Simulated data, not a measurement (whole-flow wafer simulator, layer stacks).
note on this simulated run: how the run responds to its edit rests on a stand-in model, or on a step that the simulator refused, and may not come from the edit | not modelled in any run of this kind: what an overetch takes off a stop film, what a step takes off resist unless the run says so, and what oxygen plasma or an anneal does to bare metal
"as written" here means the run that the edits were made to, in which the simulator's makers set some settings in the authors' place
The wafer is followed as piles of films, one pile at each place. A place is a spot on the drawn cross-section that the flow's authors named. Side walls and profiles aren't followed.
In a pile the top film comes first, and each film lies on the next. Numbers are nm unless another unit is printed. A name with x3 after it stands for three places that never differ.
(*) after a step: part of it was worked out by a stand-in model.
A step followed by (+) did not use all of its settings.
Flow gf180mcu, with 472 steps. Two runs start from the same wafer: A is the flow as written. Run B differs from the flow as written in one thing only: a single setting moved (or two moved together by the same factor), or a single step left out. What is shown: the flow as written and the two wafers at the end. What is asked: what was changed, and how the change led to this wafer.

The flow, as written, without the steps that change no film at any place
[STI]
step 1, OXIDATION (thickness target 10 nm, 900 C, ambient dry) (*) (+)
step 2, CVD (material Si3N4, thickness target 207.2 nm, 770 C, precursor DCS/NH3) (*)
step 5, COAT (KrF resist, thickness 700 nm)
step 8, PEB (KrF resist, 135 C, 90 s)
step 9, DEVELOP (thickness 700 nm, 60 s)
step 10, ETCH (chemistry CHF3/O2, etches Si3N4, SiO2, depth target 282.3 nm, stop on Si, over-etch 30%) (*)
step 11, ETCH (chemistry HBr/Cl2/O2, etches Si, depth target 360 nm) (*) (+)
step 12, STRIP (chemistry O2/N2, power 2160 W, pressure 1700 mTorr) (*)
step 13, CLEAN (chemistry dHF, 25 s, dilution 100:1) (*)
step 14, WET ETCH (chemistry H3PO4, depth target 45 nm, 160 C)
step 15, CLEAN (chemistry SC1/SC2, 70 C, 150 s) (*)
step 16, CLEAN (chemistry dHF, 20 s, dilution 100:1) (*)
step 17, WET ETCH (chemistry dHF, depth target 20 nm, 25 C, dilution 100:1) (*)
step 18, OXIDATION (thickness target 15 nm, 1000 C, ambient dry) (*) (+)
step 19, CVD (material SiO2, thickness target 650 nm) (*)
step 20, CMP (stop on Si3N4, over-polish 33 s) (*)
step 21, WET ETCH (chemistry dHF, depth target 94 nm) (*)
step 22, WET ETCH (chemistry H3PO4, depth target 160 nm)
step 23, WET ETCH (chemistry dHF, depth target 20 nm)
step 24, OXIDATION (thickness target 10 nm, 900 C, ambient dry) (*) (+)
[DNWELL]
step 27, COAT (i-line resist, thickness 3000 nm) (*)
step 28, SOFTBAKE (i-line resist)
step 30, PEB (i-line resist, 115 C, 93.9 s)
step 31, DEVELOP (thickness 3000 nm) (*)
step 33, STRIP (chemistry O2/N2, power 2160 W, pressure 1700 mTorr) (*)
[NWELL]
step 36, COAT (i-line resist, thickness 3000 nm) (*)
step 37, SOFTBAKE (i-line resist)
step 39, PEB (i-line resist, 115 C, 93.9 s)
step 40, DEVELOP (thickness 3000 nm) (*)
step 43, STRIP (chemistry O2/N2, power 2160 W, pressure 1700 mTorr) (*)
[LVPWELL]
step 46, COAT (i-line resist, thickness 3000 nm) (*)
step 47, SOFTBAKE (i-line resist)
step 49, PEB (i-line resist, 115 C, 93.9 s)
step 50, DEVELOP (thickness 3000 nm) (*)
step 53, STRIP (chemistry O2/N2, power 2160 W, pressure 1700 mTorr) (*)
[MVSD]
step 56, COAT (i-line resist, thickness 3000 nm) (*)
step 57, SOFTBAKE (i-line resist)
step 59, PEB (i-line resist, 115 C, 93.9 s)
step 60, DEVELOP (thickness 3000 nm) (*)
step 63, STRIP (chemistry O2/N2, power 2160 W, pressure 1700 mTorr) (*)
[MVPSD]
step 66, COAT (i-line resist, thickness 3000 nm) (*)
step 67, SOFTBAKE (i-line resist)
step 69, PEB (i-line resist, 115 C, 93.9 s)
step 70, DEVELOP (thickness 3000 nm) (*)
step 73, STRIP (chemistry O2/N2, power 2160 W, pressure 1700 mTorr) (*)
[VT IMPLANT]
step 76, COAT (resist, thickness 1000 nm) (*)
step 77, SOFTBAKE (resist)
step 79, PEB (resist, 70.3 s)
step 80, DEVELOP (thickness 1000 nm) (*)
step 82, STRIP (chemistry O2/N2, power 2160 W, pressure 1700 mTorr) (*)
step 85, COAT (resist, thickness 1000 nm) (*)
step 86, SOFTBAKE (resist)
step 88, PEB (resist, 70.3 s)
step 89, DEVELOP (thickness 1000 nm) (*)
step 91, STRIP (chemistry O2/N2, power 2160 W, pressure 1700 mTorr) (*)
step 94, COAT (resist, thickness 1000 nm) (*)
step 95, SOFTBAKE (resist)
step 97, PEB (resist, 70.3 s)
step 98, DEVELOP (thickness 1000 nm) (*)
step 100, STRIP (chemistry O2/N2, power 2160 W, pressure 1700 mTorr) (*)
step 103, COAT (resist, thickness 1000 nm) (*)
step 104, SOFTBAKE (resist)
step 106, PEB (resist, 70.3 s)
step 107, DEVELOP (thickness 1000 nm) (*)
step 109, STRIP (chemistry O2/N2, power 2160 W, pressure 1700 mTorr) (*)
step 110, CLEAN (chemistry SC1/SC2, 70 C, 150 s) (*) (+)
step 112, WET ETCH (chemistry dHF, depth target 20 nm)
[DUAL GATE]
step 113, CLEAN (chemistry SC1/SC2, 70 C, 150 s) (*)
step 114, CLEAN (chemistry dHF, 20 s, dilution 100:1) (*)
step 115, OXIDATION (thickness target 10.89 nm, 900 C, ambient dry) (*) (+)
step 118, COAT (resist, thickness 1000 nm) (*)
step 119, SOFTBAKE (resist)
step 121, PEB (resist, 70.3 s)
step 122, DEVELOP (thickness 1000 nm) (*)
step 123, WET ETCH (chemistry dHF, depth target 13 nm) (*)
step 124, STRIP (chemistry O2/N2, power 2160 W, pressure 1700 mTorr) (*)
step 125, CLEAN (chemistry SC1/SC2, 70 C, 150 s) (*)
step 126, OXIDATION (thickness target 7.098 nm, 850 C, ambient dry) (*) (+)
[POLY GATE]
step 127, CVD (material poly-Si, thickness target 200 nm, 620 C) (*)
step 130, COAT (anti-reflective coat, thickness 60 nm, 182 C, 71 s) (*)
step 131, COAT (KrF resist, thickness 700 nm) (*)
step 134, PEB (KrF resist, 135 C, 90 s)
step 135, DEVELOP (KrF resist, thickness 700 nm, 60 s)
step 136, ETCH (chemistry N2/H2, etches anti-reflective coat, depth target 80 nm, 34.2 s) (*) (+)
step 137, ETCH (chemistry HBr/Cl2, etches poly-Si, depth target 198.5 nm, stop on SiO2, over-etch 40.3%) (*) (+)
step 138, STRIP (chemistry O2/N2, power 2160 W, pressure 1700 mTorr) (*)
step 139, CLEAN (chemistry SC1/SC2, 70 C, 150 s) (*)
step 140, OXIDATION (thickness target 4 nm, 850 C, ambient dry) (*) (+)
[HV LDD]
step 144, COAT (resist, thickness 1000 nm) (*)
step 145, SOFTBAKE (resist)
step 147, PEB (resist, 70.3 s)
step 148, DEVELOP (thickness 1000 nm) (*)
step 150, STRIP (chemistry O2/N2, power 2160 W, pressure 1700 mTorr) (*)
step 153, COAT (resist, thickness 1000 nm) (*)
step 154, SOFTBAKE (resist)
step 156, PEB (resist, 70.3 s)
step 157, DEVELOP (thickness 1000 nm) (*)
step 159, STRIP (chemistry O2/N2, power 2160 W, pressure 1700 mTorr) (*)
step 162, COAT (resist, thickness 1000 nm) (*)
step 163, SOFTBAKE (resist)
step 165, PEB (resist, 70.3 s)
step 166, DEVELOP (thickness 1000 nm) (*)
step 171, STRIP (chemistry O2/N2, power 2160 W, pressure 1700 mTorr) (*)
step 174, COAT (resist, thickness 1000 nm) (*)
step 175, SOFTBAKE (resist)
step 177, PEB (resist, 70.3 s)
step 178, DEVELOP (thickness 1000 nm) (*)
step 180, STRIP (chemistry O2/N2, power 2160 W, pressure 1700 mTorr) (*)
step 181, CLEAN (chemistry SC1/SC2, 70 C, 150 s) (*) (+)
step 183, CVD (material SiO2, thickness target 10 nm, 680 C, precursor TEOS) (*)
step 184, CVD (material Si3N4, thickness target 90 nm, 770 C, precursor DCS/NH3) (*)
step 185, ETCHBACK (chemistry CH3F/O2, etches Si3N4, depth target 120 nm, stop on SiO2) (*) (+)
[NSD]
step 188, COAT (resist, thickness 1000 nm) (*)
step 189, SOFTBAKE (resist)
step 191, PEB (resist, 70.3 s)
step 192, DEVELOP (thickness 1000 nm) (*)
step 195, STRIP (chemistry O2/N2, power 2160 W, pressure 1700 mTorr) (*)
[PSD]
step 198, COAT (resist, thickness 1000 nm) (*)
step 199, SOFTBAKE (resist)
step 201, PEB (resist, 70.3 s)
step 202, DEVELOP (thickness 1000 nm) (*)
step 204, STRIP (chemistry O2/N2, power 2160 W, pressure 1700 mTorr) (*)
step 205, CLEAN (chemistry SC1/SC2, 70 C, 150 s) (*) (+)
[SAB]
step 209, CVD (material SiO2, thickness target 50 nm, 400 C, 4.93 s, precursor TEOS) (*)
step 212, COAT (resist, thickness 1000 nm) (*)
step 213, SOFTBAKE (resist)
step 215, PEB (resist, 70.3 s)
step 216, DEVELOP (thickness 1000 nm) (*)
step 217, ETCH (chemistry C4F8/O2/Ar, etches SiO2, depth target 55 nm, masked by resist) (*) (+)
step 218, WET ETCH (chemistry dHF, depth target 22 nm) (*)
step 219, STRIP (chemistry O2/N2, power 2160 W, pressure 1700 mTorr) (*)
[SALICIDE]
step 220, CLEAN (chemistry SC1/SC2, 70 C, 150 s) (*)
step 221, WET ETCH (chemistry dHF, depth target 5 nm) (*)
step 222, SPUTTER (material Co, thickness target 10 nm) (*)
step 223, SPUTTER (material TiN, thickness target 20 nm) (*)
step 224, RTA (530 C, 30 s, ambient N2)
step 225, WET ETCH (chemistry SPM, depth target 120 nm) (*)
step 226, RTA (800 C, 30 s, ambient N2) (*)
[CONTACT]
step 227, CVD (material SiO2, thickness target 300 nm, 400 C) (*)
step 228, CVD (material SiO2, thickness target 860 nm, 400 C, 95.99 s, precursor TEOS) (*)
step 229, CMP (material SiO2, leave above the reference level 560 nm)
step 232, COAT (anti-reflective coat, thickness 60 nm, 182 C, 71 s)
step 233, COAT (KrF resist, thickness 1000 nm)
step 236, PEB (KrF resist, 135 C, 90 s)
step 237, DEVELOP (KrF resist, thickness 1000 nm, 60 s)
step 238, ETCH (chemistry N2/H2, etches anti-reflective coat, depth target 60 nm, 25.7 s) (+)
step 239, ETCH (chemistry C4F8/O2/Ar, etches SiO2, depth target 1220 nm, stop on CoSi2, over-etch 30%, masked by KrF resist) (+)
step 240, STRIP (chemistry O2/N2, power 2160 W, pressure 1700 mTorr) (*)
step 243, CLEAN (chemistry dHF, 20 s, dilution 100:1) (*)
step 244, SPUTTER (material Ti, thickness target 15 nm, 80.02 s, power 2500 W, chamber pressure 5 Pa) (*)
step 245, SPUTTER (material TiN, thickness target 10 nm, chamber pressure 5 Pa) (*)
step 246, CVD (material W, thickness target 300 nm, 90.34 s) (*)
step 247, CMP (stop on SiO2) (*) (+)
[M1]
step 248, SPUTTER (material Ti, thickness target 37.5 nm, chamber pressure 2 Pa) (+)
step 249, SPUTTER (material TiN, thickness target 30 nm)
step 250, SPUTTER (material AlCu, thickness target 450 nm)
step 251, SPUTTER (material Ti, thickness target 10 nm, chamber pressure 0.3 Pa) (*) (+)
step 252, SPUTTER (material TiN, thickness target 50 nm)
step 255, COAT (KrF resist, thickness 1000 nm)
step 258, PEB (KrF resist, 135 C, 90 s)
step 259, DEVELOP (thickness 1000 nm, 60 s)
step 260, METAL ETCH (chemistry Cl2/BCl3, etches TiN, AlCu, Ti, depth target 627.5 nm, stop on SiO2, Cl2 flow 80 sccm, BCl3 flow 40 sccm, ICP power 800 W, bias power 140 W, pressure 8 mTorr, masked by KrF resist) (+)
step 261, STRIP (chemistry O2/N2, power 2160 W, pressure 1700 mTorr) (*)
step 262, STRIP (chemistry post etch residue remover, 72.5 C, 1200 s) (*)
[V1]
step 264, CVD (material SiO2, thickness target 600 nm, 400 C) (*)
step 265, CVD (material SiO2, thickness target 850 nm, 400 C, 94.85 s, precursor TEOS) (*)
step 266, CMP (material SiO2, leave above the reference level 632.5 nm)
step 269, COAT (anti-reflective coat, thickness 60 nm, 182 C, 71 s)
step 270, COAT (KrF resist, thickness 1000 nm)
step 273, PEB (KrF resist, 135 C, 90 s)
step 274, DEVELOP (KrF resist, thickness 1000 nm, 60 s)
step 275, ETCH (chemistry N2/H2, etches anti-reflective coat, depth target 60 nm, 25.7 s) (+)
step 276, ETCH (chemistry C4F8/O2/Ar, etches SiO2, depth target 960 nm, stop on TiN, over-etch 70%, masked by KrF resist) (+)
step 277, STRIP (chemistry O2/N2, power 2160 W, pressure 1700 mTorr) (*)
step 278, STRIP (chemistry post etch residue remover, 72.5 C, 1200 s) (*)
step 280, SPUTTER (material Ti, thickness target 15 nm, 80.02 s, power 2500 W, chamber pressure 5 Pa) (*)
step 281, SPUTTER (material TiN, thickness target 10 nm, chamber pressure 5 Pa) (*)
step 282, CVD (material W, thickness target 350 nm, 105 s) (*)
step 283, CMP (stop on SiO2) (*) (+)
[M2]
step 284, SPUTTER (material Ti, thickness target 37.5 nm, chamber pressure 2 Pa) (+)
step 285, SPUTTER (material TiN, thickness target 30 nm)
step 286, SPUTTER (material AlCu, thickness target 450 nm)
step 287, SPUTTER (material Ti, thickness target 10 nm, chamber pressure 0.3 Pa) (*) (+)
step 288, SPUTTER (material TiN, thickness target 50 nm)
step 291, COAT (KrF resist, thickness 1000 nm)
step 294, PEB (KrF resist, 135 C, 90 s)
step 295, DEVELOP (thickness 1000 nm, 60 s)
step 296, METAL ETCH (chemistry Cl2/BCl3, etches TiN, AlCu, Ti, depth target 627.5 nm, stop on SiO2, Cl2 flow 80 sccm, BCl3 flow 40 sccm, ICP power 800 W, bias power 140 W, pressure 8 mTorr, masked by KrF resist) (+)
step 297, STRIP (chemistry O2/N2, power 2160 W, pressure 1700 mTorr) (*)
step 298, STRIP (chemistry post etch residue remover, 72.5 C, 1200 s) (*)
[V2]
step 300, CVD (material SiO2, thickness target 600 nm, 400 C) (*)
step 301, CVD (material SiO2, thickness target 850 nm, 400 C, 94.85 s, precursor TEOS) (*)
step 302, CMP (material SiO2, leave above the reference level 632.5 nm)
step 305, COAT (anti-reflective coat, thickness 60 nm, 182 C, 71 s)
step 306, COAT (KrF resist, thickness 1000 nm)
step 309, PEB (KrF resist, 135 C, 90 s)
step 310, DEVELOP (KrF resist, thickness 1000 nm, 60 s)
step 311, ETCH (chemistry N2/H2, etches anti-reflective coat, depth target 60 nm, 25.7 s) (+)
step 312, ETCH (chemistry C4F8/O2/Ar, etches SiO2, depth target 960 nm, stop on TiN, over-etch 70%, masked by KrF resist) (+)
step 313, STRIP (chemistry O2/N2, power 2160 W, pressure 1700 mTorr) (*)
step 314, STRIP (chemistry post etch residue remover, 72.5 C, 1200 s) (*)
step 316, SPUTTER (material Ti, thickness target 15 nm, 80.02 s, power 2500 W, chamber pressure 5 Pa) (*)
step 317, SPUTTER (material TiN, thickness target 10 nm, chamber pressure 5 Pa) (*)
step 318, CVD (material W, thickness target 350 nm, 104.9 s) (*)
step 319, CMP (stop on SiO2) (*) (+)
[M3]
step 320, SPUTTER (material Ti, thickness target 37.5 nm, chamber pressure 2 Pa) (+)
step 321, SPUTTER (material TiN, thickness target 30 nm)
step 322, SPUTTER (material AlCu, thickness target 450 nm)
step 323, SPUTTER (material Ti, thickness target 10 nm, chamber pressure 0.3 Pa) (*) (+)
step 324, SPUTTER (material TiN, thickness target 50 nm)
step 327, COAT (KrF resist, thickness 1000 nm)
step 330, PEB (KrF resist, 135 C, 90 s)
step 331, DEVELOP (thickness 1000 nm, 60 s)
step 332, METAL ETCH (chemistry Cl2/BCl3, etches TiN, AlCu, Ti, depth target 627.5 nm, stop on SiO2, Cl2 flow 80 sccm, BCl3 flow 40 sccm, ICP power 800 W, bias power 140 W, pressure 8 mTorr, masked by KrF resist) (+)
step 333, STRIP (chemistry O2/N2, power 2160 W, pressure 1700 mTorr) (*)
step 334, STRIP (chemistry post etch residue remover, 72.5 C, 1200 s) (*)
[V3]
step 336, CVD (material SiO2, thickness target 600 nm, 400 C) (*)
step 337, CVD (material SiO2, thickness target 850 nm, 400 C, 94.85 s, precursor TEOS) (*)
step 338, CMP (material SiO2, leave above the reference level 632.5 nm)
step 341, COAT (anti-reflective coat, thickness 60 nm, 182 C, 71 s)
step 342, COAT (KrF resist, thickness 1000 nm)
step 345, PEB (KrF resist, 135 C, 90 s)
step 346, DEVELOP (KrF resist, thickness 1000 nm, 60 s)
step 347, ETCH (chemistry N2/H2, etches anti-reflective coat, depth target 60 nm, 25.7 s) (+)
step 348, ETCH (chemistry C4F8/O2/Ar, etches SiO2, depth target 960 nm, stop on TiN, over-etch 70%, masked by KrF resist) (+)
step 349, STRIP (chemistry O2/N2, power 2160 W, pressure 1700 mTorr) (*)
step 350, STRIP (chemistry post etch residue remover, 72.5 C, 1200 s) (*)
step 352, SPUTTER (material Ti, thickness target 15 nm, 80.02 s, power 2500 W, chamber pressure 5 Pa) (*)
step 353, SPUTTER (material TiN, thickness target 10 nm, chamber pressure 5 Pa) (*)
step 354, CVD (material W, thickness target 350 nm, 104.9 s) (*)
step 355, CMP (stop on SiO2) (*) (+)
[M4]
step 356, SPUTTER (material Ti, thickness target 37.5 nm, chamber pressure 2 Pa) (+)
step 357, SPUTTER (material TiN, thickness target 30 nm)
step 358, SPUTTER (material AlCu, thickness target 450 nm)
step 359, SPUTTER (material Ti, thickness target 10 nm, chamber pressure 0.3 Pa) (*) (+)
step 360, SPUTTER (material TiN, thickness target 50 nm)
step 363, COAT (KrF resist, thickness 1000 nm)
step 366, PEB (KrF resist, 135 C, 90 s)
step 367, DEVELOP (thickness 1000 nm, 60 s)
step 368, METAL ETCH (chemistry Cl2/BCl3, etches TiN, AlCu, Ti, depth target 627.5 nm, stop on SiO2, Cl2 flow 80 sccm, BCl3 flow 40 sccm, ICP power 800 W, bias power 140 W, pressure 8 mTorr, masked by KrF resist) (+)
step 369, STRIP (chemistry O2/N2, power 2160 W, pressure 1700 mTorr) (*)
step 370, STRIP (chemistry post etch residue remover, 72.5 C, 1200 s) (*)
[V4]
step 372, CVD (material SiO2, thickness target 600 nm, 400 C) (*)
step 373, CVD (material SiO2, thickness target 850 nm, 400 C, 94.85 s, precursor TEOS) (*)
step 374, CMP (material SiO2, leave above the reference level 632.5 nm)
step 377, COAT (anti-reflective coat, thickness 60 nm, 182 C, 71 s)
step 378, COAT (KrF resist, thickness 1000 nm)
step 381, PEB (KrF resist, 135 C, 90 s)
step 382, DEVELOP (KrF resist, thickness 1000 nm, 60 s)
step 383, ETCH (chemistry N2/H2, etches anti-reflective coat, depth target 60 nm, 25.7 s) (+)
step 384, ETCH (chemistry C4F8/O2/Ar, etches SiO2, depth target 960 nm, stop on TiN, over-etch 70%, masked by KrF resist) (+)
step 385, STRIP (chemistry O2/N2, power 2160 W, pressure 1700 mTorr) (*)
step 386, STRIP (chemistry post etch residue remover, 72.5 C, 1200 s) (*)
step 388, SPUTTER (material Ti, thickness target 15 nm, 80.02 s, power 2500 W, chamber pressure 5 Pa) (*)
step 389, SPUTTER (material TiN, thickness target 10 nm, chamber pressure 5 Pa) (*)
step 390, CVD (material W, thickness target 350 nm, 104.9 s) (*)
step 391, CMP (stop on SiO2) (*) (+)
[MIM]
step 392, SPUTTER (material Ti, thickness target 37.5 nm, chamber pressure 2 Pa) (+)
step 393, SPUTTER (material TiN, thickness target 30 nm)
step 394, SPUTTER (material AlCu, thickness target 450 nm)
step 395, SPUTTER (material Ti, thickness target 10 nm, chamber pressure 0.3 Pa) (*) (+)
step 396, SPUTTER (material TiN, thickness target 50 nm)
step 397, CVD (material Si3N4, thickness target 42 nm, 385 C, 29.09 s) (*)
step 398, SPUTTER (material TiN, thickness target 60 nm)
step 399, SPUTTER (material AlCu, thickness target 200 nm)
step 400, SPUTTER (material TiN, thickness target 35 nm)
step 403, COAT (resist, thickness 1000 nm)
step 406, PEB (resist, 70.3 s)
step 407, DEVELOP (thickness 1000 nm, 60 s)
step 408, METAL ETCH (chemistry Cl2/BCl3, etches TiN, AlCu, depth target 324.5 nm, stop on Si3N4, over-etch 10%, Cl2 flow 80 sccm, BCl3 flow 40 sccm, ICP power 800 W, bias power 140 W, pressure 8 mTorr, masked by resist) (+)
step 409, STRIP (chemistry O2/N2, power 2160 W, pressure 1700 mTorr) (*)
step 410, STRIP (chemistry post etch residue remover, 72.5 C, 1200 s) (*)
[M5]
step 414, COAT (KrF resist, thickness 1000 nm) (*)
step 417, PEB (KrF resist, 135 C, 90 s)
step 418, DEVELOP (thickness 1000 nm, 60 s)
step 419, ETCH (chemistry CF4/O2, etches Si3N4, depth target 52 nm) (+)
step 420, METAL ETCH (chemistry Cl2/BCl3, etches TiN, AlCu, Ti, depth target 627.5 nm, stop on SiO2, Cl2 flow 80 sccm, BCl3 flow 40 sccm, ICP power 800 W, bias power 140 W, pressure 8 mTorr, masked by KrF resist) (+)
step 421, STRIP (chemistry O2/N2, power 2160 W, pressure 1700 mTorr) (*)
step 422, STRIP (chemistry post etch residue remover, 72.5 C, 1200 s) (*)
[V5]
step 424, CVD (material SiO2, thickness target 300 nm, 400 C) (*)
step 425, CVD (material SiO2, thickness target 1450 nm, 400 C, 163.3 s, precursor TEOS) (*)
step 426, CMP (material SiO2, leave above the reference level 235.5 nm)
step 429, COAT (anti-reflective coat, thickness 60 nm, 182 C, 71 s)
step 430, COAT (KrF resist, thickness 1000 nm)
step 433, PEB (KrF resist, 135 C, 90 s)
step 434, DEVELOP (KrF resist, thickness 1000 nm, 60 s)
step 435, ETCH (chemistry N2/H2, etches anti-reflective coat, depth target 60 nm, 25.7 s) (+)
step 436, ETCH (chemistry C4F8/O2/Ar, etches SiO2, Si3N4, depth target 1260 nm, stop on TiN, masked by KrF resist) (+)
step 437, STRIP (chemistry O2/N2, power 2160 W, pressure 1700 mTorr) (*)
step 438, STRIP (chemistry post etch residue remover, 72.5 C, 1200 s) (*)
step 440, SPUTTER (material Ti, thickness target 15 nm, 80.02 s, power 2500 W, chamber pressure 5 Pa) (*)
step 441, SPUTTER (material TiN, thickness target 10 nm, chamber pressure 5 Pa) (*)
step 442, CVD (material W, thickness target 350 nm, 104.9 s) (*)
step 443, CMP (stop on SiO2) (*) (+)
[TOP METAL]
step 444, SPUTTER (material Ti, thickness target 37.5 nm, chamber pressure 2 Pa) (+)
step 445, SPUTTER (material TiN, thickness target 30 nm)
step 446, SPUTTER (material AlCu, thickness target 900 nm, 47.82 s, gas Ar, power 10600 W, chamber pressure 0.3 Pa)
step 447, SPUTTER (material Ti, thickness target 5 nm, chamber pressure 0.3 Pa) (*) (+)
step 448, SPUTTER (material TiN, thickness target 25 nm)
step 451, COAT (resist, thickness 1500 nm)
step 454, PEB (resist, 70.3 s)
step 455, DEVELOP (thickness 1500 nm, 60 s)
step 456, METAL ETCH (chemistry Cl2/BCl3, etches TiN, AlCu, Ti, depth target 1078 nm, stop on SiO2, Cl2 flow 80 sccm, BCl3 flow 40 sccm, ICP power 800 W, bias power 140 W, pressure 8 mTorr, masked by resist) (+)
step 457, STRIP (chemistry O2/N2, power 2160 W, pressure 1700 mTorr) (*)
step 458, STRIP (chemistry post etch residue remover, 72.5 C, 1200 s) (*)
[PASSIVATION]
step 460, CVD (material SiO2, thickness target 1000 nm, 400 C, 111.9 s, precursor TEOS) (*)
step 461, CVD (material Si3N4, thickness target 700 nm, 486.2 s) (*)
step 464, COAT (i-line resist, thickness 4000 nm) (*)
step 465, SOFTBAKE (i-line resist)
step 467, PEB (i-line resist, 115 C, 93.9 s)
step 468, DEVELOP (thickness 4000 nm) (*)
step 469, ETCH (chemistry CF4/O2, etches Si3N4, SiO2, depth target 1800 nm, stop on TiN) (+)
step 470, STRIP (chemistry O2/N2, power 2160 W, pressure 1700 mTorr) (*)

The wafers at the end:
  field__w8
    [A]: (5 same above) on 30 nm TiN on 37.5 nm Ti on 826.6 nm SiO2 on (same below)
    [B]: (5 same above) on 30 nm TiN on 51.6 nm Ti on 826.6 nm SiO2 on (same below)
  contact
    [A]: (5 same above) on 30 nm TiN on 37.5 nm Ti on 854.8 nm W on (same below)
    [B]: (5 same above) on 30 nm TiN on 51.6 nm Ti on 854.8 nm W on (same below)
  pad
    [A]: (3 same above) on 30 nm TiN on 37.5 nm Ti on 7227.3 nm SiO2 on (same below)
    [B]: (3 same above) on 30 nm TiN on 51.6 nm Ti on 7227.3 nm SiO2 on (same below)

The reason: step 444, SPUTTER: thickness target 51.6 nm was run, while the flow as written has thickness target 37.5 nm.
The wafer lets one read it off: field__w8 has Ti 51.6, and step 444 as written asks for 37.5 nm.

Step by step, how the change led to this:
  step 444, SPUTTER (material Ti, thickness target 37.5 nm, chamber pressure 2 Pa) (+)
      field, field__w1, field__w2 and 109 more: A +37.5 Ti (new film) | B +51.6 Ti (new film)
  step 456, METAL ETCH (chemistry Cl2/BCl3, etches TiN, AlCu, Ti, depth target 1078 nm, stop on SiO2, Cl2 flow 80 sccm, BCl3 flow 40 sccm, ICP power 800 W, bias power 140 W, pressure 8 mTorr, masked by resist) (+)
      field, field__w1, field__w2 and 103 more: A -25 TiN (all of it), -5 Ti (all of it), -900 AlCu (all of it), -30 TiN (all of it), -37.5 Ti (all of it) | B -25 TiN (all of it), -5 Ti (all of it), -900 AlCu (all of it), -30 TiN (all of it), -51.6 Ti (all of it)
  step 465, SOFTBAKE (i-line resist)
      gate: A +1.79 i-line resist | B -0.23 i-line resist
      ld_acc_p, ld_fp_p, ld_drift_p: A +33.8 i-line resist | B +27.5 i-line resist
      (also at 58 further places)
